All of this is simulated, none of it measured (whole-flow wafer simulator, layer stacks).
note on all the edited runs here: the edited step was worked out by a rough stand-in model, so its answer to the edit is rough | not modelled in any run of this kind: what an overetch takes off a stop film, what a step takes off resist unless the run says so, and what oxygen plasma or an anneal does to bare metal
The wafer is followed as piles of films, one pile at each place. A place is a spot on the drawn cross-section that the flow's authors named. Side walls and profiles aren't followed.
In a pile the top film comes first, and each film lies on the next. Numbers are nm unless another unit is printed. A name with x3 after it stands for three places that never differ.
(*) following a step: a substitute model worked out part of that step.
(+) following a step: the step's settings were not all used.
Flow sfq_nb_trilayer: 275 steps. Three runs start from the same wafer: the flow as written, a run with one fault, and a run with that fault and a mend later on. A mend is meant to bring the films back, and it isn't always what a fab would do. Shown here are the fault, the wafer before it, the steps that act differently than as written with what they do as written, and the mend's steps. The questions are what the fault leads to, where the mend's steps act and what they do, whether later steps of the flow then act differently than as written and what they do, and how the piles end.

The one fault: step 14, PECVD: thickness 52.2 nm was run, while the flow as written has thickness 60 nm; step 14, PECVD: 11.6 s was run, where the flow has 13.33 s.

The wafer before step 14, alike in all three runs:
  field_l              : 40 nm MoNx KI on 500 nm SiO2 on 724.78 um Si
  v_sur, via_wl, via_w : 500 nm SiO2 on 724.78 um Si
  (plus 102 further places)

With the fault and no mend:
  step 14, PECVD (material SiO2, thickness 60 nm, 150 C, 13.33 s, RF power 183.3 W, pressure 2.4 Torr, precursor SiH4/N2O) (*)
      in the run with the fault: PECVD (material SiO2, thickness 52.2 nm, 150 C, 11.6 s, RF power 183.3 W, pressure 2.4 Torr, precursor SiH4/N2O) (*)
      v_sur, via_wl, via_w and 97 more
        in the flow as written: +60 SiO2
        in the run with the fault: +52.2 SiO2
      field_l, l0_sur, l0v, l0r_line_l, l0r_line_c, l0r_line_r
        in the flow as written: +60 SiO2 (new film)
        in the run with the fault: +52.2 SiO2 (new film)
  Steps further on in the flow that do not act as written (8 more steps, not shown, differ only slightly: by at most 2% or 0.5 nm, whichever is larger):
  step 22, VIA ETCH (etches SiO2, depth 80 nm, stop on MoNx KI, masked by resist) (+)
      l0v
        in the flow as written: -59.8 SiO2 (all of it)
        in the run with the fault: -52 SiO2 (all of it)
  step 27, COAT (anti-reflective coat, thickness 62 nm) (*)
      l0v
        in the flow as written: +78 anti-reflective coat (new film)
        in the run with the fault: +75.6 anti-reflective coat (new film)
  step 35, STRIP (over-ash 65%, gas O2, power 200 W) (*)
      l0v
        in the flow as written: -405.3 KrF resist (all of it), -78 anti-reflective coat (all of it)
        in the run with the fault: -400.4 KrF resist (all of it), -75.6 anti-reflective coat (all of it)
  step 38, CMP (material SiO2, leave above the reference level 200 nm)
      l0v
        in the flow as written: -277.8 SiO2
        in the run with the fault: -286.9 SiO2
  At field_l, l0_sur, l0r_line_l, l0r_line_c, l0r_line_r, the piles at the end differ from the flow's by more than 2% or 0.5 nm, whichever is larger.
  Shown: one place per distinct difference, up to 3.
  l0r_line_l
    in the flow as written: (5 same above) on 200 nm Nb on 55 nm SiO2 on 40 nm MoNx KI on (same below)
    in the run with the fault: (5 same above) on 200 nm Nb on 47.2 nm SiO2 on 40 nm MoNx KI on (same below)
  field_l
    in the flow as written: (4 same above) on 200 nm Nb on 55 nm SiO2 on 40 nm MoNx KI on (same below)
    in the run with the fault: (4 same above) on 200 nm Nb on 47.2 nm SiO2 on 40 nm MoNx KI on (same below)
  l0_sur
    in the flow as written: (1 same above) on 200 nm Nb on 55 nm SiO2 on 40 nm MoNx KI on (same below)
    in the run with the fault: (1 same above) on 200 nm Nb on 47.2 nm SiO2 on 40 nm MoNx KI on (same below)

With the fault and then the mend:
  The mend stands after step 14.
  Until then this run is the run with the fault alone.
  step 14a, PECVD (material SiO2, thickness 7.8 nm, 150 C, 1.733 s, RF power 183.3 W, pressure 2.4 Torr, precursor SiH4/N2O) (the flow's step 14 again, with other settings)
      field_l, v_sur, via_wl and 103 more
        +7.8 SiO2
  Every later step of the flow that is run acts as written, at every place that is followed, to within 2% or 0.5 nm, whichever is larger.
  By the end, the piles equal the flow's at every place that both follow.
